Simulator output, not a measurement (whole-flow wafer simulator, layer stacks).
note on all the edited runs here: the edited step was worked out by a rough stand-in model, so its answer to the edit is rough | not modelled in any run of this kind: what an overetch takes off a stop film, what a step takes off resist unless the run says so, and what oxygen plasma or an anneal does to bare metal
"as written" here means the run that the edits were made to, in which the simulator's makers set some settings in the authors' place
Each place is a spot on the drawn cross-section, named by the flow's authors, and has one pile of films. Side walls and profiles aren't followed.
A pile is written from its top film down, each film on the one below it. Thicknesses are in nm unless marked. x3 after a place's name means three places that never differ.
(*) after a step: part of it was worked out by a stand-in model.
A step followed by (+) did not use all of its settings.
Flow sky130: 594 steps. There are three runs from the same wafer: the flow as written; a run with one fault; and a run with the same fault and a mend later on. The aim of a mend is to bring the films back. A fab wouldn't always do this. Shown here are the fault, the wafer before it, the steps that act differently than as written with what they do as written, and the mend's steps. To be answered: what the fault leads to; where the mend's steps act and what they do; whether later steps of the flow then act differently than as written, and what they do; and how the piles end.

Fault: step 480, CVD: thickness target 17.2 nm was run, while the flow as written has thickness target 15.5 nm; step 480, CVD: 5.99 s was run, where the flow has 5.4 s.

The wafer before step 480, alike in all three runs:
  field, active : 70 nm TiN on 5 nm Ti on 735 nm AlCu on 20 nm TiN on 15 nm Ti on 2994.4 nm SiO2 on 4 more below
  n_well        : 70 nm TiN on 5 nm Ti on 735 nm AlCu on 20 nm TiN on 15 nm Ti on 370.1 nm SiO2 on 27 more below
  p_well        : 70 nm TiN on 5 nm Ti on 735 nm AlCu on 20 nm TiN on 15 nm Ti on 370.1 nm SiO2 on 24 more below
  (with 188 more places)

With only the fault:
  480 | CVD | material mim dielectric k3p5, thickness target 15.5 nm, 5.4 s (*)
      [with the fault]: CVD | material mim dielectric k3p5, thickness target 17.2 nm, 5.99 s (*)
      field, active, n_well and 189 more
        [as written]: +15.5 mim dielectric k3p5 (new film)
        [with the fault]: +17.2 mim dielectric k3p5 (new film)
  Steps later in the flow that act otherwise than as written (6 more steps, not shown, differ only slightly: by at most 2% or 0.5 nm, whichever is larger):
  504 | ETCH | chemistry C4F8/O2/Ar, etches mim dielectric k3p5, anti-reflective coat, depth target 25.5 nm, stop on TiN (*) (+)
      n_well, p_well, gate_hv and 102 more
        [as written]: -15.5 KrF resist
        [with the fault]: -17 KrF resist
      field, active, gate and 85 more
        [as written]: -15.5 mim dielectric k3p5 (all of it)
        [with the fault]: -17.2 mim dielectric k3p5 (all of it)
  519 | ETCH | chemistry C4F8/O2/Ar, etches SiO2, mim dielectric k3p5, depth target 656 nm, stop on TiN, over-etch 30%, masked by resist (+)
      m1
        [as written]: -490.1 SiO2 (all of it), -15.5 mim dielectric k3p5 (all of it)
        [with the fault]: -488.4 SiO2 (all of it), -17.2 mim dielectric k3p5 (all of it)
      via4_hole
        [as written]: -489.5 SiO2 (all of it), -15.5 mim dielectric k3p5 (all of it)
        [with the fault]: -487.8 SiO2 (all of it), -17.2 mim dielectric k3p5 (all of it)
  The piles end different from the flow's at n_well, p_well, gate_hv and 100 more by more than 2% or 0.5 nm, whichever is larger.
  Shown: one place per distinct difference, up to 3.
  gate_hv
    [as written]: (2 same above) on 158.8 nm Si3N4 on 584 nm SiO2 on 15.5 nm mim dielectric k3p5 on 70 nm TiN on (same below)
    [with the fault]: (2 same above) on 158.8 nm Si3N4 on 582.3 nm SiO2 on 17.2 nm mim dielectric k3p5 on 70 nm TiN on (same below)
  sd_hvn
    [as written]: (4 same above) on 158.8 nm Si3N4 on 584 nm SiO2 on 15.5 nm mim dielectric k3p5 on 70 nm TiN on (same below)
    [with the fault]: (4 same above) on 158.8 nm Si3N4 on 582.3 nm SiO2 on 17.2 nm mim dielectric k3p5 on 70 nm TiN on (same below)
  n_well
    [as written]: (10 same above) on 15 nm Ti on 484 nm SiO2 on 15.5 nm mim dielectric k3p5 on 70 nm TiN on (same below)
    [with the fault]: (10 same above) on 15 nm Ti on 482.3 nm SiO2 on 17.2 nm mim dielectric k3p5 on 70 nm TiN on (same below)

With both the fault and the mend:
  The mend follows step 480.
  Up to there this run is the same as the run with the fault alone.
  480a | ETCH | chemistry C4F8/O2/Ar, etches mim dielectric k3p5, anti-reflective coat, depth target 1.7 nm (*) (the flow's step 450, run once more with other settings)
      field, active, n_well and 189 more
        -1.7 mim dielectric k3p5
  Every later step of the flow that is run acts as written at every place that is followed.
  At every place that both follow, the piles at the end match the flow's.
